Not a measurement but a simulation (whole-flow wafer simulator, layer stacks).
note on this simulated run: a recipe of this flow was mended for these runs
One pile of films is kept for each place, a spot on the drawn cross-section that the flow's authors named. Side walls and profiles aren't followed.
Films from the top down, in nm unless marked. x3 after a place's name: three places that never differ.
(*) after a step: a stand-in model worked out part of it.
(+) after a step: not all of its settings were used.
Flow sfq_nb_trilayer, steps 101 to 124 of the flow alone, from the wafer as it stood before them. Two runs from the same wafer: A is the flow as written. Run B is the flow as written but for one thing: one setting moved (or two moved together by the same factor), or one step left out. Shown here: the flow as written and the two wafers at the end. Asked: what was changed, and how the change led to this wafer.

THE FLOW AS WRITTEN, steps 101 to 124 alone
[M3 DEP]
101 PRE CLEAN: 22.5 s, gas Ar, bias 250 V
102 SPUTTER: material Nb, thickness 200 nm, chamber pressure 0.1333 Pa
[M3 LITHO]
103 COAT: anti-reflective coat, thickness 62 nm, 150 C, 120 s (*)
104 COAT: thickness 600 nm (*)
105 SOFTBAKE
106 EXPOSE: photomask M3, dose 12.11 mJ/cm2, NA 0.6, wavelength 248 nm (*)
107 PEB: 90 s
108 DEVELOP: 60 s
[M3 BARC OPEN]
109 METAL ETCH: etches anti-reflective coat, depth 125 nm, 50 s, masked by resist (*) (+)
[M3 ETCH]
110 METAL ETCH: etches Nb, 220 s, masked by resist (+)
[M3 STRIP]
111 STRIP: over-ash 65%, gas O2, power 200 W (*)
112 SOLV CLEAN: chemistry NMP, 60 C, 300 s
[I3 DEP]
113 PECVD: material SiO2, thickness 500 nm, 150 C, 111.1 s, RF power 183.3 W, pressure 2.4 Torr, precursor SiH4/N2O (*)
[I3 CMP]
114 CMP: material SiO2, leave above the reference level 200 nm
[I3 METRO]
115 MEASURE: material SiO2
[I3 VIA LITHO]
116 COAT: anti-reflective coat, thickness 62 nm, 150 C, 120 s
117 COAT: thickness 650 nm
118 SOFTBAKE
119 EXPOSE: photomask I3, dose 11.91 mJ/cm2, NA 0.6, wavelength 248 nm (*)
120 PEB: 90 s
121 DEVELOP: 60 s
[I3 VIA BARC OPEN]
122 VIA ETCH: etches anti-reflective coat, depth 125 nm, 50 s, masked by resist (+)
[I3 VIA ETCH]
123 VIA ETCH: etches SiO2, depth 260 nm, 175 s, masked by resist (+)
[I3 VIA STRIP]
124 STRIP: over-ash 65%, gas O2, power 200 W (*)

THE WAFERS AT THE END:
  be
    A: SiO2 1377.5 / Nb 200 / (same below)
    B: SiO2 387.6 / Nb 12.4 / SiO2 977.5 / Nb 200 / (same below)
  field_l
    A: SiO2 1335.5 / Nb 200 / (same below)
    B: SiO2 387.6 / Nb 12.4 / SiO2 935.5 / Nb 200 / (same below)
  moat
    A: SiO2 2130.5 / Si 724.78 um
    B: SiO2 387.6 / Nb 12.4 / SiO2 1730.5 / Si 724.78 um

The cause: step 110, METAL ETCH: 172 s was run, where the flow has 220 s.

How the change led to this, step by step:
  110 METAL ETCH: etches Nb, 220 s, masked by resist (+)
      field_l, be, be_sur and 72 more: A Nb -200 (all of it), SiO2 -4 | B Nb -187.6
      v_sur, via_wl, via_w and 28 more: A KrF-resist-other-grade -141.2 | B KrF-resist-other-grade -110.4
  111 STRIP: over-ash 65%, gas O2, power 200 W (*)
      p4_w1 x9, wl_j_sl x15: A KrF-resist-other-grade -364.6 (all of it), anti-reflective coat -62 (all of it) | B KrF-resist-other-grade -395.4 (all of it), anti-reflective coat -62 (all of it)
      v_sur: A KrF-resist-other-grade -361 (all of it), anti-reflective coat -46 (all of it) | B KrF-resist-other-grade -391.8 (all of it), anti-reflective coat -46 (all of it)
      (and at 6 more places)
  113 PECVD: material SiO2, thickness 500 nm, 150 C, 111.1 s, RF power 183.3 W, pressure 2.4 Torr, precursor SiH4/N2O (*)
      field_l, be, be_sur and 64 more: A SiO2 +500 | B SiO2 +500 (new film)
      p4_g1 x8: A SiO2 +561.1 | B SiO2 +544.7 (new film)
  114 CMP: material SiO2, leave above the reference level 200 nm
      field_l, be, be_sur and 64 more: A SiO2 -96 | B SiO2 -112.4
Counting metal films that touch as one body, be has 2 bodies (between them, from the top down: SiO2 977.5); the flow as written gives 1 body.
Counting metal films that touch as one body, field_l has 3 bodies (between them, from the top down: SiO2 935.5; SiO2 55); the flow as written gives 2 bodies (between them, from the top down: SiO2 55).
Counting metal films that touch as one body, moat has 1 body; the flow as written gives 0 bodies.
